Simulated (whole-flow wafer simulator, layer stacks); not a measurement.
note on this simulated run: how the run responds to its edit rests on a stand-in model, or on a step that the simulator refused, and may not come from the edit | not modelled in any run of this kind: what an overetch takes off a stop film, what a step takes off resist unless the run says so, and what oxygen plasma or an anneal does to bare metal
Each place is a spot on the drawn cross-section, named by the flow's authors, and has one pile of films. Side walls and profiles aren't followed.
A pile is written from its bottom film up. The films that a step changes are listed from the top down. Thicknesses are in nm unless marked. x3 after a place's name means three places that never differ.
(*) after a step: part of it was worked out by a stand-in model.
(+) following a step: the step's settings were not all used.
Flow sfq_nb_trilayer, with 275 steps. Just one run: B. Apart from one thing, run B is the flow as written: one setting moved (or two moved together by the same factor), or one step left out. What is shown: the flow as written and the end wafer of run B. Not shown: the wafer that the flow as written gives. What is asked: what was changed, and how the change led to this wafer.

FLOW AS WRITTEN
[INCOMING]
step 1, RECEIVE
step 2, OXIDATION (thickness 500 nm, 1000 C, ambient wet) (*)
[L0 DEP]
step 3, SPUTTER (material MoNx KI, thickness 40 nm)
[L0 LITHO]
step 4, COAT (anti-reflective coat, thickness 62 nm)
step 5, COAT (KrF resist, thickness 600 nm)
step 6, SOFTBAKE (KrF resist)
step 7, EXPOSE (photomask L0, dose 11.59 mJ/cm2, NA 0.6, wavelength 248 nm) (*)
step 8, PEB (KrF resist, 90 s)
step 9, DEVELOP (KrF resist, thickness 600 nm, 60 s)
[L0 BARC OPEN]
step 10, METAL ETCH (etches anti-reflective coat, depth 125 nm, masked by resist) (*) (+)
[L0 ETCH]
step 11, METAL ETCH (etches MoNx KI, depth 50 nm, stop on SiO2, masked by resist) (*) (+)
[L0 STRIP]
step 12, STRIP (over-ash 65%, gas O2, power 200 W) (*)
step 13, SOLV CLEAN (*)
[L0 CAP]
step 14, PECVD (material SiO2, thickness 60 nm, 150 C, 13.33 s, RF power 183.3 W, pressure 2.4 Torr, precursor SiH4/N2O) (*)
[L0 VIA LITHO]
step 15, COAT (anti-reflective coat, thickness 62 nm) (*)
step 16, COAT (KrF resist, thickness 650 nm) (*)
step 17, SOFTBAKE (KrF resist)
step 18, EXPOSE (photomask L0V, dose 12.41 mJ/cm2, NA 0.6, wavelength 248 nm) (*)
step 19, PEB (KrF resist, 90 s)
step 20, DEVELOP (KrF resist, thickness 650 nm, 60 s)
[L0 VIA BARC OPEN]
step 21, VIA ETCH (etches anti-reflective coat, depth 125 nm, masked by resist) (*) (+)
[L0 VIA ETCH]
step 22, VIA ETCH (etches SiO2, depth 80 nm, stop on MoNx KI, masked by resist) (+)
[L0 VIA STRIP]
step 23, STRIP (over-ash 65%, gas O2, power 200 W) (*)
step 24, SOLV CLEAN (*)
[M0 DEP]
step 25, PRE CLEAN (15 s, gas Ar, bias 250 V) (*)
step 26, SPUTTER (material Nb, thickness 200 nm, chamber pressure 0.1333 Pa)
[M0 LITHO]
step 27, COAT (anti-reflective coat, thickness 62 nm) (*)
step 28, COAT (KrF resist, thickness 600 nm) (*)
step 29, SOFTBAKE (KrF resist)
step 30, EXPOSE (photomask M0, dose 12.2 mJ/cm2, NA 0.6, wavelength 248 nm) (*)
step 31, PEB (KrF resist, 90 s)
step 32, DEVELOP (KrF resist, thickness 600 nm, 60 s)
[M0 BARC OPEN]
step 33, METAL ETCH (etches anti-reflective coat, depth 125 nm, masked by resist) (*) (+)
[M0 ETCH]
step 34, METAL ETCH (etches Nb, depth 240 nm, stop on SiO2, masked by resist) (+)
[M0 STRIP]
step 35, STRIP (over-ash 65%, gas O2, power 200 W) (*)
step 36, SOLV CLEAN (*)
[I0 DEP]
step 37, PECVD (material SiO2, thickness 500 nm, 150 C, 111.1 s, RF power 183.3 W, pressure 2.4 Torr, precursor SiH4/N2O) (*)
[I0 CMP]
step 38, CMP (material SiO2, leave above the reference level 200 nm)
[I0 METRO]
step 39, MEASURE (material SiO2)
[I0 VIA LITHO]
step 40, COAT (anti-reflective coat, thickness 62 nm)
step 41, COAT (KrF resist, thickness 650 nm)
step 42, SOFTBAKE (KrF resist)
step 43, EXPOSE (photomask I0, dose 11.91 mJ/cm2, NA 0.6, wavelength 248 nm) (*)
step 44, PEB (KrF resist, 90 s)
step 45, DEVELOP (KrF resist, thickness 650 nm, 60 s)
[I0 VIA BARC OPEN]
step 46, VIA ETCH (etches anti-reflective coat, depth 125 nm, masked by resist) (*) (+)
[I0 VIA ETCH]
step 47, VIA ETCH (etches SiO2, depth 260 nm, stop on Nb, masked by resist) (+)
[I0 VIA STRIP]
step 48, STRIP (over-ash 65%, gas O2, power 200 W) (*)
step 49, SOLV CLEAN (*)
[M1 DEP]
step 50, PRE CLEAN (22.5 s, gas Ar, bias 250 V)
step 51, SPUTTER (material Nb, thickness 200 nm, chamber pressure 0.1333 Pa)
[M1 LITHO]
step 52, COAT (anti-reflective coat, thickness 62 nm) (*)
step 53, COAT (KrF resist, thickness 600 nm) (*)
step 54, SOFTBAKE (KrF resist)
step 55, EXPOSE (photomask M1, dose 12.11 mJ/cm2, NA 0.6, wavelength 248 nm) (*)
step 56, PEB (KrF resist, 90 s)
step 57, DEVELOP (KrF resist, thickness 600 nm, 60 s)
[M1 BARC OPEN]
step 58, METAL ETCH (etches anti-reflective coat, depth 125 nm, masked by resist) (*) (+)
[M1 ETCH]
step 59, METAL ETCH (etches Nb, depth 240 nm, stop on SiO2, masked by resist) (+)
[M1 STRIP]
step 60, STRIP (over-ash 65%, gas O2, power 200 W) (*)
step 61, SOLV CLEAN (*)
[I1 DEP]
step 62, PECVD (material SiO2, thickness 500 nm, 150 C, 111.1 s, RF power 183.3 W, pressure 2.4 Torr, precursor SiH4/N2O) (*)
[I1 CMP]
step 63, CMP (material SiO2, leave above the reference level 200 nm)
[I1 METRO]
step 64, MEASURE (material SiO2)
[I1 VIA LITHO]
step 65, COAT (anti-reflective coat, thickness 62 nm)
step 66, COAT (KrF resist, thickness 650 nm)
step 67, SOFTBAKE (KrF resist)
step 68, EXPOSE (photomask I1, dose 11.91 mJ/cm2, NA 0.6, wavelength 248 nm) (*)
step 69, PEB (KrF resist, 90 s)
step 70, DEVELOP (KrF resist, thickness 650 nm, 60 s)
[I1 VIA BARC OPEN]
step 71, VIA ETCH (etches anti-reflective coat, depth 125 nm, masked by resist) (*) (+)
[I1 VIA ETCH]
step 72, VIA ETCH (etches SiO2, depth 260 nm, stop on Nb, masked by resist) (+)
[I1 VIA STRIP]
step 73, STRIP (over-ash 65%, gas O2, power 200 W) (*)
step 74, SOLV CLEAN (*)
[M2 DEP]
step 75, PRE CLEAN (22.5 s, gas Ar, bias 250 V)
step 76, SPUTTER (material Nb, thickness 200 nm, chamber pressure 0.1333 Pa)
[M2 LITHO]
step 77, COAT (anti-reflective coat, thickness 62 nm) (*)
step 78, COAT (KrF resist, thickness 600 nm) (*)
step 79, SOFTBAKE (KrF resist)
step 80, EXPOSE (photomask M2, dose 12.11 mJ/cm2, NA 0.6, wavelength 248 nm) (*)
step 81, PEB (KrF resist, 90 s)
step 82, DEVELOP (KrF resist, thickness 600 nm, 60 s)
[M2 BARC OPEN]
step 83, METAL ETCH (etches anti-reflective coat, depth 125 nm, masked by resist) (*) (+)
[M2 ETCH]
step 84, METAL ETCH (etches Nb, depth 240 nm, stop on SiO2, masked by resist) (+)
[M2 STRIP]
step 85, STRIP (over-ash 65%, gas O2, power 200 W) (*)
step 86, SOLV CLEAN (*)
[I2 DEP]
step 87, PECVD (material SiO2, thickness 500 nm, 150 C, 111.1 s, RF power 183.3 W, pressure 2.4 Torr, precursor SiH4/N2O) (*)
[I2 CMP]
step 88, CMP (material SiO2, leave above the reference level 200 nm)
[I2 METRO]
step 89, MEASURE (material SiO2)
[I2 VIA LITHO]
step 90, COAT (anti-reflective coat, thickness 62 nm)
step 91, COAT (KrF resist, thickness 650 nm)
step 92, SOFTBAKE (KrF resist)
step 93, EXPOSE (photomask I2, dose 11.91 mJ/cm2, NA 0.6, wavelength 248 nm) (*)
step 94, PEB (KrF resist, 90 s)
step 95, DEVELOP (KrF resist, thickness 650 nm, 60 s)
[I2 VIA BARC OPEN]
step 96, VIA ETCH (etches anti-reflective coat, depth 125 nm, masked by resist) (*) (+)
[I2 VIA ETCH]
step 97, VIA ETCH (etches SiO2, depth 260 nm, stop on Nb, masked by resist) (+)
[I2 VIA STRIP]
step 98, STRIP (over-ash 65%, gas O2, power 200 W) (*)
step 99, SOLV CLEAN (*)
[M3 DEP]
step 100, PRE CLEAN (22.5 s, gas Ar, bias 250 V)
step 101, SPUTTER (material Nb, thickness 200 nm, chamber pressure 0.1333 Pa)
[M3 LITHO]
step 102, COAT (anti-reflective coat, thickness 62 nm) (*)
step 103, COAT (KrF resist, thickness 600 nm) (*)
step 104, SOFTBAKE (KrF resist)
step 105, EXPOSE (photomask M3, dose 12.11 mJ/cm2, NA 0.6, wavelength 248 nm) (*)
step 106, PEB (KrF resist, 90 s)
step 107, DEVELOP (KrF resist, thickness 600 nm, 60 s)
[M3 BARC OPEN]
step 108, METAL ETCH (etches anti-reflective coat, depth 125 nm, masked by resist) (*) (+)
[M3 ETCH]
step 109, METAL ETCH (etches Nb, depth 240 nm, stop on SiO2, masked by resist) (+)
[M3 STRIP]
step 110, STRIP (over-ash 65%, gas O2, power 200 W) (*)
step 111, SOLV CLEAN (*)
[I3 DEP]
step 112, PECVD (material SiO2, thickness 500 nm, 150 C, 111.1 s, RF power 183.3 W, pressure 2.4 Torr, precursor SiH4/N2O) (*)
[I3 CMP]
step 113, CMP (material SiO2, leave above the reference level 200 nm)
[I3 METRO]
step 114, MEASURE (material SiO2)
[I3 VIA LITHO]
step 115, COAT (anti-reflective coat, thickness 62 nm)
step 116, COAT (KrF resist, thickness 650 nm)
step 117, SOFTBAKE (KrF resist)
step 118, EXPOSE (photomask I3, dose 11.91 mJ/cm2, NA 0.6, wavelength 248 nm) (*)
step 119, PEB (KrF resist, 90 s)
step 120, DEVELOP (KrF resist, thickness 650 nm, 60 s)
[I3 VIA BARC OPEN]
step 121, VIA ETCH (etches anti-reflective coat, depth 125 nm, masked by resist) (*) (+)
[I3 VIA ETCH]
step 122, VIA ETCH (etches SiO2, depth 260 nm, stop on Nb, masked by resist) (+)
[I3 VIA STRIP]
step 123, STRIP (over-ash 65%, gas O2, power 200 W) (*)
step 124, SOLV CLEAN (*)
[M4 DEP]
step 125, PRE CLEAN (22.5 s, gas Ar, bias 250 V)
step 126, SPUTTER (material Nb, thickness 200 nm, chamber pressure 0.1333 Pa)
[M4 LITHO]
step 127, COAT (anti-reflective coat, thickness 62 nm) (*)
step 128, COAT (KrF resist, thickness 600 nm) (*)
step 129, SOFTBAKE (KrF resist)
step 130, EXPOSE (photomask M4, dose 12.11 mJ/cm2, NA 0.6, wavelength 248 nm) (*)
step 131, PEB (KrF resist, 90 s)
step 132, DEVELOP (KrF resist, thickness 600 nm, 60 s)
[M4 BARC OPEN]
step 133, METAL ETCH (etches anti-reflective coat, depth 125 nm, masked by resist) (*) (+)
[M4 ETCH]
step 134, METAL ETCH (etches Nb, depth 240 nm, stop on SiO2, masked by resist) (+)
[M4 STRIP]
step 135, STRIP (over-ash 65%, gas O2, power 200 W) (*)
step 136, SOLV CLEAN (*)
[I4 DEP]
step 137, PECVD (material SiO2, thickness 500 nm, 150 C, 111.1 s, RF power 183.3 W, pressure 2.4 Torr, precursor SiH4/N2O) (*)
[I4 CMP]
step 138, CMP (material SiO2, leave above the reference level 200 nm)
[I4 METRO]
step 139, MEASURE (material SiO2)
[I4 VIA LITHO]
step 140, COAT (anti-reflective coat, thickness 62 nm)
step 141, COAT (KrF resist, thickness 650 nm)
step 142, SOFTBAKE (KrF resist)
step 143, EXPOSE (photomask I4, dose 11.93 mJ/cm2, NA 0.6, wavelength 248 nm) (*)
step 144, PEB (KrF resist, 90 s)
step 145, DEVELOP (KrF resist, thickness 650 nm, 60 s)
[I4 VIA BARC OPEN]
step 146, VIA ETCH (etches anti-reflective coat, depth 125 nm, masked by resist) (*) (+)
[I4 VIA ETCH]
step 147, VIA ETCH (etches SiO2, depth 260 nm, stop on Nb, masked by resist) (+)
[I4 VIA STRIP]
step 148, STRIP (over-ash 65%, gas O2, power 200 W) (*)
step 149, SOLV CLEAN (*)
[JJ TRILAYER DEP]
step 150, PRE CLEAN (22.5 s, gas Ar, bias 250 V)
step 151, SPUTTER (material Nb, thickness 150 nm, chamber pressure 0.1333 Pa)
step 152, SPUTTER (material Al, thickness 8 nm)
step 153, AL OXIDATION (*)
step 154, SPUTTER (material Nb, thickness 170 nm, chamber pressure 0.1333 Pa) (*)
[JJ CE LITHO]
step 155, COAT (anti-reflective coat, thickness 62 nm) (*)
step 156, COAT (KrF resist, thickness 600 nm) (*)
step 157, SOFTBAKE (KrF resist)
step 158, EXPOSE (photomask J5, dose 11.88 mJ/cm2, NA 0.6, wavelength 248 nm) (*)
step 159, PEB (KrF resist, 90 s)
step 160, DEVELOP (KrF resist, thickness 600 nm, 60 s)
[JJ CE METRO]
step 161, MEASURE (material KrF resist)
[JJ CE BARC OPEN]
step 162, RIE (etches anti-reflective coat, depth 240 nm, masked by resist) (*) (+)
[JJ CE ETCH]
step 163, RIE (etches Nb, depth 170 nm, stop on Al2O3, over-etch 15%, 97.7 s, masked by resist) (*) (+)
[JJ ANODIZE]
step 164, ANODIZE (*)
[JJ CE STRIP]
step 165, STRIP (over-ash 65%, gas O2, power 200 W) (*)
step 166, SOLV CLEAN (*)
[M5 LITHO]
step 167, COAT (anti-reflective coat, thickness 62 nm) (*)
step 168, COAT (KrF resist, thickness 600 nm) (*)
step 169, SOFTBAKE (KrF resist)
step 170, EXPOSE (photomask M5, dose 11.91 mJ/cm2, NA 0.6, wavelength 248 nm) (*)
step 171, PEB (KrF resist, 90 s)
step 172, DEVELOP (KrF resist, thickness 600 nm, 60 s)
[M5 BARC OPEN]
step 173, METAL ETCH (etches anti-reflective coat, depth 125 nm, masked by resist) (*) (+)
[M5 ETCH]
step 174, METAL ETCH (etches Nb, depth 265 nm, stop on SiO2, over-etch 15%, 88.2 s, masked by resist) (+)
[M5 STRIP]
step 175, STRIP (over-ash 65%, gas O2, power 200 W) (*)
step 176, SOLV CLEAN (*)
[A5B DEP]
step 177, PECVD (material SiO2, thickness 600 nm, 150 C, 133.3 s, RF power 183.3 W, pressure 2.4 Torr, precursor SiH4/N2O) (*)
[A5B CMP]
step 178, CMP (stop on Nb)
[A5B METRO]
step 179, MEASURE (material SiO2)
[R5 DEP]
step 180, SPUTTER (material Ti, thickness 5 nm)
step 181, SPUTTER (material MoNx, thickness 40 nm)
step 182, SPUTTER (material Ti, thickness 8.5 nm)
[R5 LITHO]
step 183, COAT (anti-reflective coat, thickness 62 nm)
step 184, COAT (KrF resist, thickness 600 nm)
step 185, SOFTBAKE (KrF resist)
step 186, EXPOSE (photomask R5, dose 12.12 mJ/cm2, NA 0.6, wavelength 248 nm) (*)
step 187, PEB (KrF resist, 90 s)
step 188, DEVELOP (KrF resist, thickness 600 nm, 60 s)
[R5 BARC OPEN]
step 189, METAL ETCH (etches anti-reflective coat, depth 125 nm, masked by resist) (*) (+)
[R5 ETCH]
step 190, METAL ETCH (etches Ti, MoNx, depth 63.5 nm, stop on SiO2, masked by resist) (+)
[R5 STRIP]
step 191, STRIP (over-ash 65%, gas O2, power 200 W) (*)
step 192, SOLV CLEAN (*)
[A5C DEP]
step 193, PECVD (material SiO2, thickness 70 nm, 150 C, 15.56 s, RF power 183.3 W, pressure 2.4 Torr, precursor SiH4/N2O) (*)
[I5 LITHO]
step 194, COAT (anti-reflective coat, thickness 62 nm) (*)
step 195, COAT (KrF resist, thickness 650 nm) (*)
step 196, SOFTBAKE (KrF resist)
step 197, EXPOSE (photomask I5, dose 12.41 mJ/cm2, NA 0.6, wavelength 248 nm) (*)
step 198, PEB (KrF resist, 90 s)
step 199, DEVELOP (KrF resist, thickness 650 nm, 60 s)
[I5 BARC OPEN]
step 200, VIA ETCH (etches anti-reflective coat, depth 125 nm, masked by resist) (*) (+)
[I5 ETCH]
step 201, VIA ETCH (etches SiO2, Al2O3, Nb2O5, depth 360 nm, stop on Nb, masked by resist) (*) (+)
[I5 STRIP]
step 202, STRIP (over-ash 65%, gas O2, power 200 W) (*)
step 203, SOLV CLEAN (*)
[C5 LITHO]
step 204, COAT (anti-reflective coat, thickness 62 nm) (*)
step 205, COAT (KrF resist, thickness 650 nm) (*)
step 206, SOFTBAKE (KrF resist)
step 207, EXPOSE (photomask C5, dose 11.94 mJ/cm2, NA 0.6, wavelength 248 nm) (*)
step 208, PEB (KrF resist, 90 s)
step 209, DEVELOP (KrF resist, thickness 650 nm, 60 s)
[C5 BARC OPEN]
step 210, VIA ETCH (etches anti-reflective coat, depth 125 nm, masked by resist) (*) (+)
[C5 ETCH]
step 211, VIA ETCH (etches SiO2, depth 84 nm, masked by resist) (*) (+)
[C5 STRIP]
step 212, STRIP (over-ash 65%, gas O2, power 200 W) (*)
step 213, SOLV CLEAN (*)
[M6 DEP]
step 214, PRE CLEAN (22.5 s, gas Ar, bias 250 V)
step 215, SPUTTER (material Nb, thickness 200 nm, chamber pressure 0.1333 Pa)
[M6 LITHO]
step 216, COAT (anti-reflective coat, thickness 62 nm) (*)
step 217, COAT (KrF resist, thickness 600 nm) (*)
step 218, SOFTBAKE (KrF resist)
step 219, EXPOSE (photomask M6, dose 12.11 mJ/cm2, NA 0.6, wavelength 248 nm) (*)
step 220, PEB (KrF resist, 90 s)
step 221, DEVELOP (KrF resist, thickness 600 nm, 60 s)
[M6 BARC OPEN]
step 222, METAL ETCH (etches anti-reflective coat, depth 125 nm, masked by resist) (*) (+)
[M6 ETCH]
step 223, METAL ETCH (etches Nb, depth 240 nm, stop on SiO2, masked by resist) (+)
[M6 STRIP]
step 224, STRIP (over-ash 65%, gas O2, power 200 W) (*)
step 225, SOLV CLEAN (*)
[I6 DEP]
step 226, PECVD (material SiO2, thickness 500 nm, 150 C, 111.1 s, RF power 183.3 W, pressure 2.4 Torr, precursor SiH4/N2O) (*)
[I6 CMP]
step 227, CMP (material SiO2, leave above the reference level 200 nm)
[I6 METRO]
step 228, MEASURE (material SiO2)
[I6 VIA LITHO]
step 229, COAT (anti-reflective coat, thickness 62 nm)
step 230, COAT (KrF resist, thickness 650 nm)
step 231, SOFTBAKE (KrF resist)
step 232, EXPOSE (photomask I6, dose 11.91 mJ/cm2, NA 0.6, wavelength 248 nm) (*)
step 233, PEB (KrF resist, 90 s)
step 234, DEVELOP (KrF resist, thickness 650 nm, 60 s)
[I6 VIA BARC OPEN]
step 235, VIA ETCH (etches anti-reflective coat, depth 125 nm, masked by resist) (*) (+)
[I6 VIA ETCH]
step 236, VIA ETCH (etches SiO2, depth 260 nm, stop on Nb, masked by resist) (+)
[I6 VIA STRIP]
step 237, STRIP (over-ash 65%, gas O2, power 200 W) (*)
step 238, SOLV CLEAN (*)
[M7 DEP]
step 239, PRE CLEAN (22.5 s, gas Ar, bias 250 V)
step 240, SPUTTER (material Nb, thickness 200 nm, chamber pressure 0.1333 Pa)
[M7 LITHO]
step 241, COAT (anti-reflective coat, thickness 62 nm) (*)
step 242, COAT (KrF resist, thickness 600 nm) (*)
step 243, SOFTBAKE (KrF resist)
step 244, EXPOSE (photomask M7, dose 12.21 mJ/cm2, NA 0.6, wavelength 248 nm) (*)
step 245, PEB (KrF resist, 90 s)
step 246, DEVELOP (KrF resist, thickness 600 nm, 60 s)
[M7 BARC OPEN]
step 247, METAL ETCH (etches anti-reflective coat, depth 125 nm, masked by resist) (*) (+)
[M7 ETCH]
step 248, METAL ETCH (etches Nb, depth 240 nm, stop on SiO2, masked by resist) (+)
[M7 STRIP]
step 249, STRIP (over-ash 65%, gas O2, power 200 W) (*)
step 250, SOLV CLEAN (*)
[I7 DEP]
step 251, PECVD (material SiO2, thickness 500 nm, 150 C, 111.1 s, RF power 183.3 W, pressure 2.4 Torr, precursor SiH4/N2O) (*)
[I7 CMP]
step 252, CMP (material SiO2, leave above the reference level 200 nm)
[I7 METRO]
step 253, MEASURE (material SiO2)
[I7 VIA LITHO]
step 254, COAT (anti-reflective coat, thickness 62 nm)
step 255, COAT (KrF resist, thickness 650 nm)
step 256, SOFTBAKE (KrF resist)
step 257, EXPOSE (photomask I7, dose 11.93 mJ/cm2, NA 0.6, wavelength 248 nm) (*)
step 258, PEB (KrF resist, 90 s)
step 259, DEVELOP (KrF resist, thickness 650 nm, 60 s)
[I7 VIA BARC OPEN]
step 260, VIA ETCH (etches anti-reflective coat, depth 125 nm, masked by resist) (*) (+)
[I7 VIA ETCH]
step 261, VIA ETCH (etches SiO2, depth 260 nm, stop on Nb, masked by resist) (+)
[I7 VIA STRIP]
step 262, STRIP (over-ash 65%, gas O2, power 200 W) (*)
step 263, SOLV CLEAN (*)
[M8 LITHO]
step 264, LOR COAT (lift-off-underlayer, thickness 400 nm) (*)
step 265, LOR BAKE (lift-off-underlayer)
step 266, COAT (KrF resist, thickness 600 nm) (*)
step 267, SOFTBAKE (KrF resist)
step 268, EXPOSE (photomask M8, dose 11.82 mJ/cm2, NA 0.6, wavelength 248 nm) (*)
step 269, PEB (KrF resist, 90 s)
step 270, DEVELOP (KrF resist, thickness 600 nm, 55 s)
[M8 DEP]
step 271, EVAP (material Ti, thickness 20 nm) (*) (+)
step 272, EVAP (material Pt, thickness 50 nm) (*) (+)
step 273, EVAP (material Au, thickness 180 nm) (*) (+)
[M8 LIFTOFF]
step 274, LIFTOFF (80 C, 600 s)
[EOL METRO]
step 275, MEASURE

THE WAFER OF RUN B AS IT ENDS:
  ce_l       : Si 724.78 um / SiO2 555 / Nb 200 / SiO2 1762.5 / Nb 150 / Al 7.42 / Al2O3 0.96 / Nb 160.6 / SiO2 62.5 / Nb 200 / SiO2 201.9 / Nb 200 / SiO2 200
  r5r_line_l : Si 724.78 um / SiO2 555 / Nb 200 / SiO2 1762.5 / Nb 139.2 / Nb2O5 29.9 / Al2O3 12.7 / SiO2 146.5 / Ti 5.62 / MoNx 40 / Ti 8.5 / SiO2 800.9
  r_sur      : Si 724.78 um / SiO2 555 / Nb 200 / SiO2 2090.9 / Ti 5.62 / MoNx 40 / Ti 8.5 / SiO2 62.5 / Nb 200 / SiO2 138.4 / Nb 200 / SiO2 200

The reason: step 180, SPUTTER: thickness 5.625 nm was run, though the flow has thickness 5 nm.
The wafer lets one read it off: r5r_line_l has Ti 5.62, and step 180 as written asks for 5 nm.

The path from the change to this, step by step:
  step 180, SPUTTER (material Ti, thickness 5 nm)
      field_l, v_sur, via_wl and 103 more: Ti gains 5.62 (new film) (it would be, as written: Ti gains 5 (new film))
  step 190, METAL ETCH (etches Ti, MoNx, depth 63.5 nm, stop on SiO2, masked by resist) (+)
      field_l, v_sur, via_wl and 92 more: Ti loses 8.5 (all of it), MoNx loses 40 (all of it), Ti loses 5.62 (all of it) (it would be, as written: Ti loses 8.5 (all of it), MoNx loses 40 (all of it), Ti loses 5 (all of it))
      ce_l, c5j, ce_r, wl_jj: Ti loses 8.5 (all of it), MoNx loses 40 (all of it), Ti loses 5.62 (all of it), Nb loses 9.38 (it would be, as written: Ti loses 8.5 (all of it), MoNx loses 40 (all of it), Ti loses 5 (all of it), Nb loses 10)
